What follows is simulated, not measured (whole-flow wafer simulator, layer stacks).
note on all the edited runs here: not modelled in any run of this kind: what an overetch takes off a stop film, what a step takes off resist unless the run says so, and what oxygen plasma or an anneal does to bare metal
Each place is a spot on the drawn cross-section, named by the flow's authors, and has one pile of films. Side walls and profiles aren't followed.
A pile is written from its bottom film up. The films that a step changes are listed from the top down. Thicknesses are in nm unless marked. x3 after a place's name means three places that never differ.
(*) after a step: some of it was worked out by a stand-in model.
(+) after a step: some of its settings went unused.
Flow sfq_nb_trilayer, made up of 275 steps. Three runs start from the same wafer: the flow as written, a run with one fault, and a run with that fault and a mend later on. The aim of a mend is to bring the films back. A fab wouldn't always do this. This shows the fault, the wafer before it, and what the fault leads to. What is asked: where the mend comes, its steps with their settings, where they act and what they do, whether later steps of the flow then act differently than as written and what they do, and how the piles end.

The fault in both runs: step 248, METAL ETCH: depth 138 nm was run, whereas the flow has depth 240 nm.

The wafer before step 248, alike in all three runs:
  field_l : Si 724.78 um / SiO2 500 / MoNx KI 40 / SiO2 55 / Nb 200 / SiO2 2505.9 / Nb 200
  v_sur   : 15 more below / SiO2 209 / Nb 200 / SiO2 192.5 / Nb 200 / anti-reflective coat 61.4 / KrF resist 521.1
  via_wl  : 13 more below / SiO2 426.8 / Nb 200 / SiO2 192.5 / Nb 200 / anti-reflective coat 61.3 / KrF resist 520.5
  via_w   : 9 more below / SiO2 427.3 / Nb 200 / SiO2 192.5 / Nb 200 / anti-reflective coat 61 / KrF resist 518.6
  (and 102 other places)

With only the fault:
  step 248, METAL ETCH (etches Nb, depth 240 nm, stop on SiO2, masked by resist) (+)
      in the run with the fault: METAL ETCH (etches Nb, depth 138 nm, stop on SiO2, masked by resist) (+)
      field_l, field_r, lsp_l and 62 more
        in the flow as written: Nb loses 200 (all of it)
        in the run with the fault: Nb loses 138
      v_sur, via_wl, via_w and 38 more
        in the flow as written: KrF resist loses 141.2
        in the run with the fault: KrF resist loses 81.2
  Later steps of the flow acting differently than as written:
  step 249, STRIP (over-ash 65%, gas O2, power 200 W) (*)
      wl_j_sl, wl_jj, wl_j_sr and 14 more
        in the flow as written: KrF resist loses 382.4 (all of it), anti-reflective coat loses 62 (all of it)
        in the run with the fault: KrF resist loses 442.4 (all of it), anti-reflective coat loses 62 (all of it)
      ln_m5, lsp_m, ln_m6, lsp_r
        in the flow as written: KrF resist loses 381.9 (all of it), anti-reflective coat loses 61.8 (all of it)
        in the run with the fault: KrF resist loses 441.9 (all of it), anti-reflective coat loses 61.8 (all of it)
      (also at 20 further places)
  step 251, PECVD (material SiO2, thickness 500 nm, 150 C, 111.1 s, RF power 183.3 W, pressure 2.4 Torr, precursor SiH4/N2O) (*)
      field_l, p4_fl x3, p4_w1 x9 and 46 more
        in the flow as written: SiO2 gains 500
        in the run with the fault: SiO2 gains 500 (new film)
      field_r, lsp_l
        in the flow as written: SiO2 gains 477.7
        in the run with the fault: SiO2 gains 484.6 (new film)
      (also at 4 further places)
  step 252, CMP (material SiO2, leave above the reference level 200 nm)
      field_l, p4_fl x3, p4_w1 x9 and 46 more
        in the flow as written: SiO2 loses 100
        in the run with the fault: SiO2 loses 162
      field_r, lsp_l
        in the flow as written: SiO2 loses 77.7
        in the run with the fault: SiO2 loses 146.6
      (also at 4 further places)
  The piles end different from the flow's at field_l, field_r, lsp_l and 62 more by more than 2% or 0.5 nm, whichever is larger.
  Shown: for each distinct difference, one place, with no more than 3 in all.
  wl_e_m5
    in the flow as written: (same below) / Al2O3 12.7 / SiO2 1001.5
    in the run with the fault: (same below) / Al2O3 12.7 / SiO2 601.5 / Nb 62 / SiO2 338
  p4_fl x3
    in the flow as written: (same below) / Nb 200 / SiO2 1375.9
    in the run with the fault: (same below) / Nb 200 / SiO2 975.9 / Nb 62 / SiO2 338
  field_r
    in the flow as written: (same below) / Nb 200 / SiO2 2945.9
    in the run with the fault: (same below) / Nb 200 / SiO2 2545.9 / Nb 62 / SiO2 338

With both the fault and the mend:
  The mend follows step 248.
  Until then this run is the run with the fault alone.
  step 248a, METAL ETCH (etches Nb, depth 102 nm, stop on SiO2, masked by resist) (+) (a further turn of the flow's step 248, with different settings)
      field_l, field_r, lsp_l and 62 more
        Nb loses 62 (all of it)
      v_sur, via_wl, via_w and 38 more
        KrF resist loses 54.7
  Later steps of the flow that are run all act as written at every place that is followed, up to a difference of at most 2% or 0.5 nm, whichever is larger.
  The piles end the same as the flow's at every place that both follow.
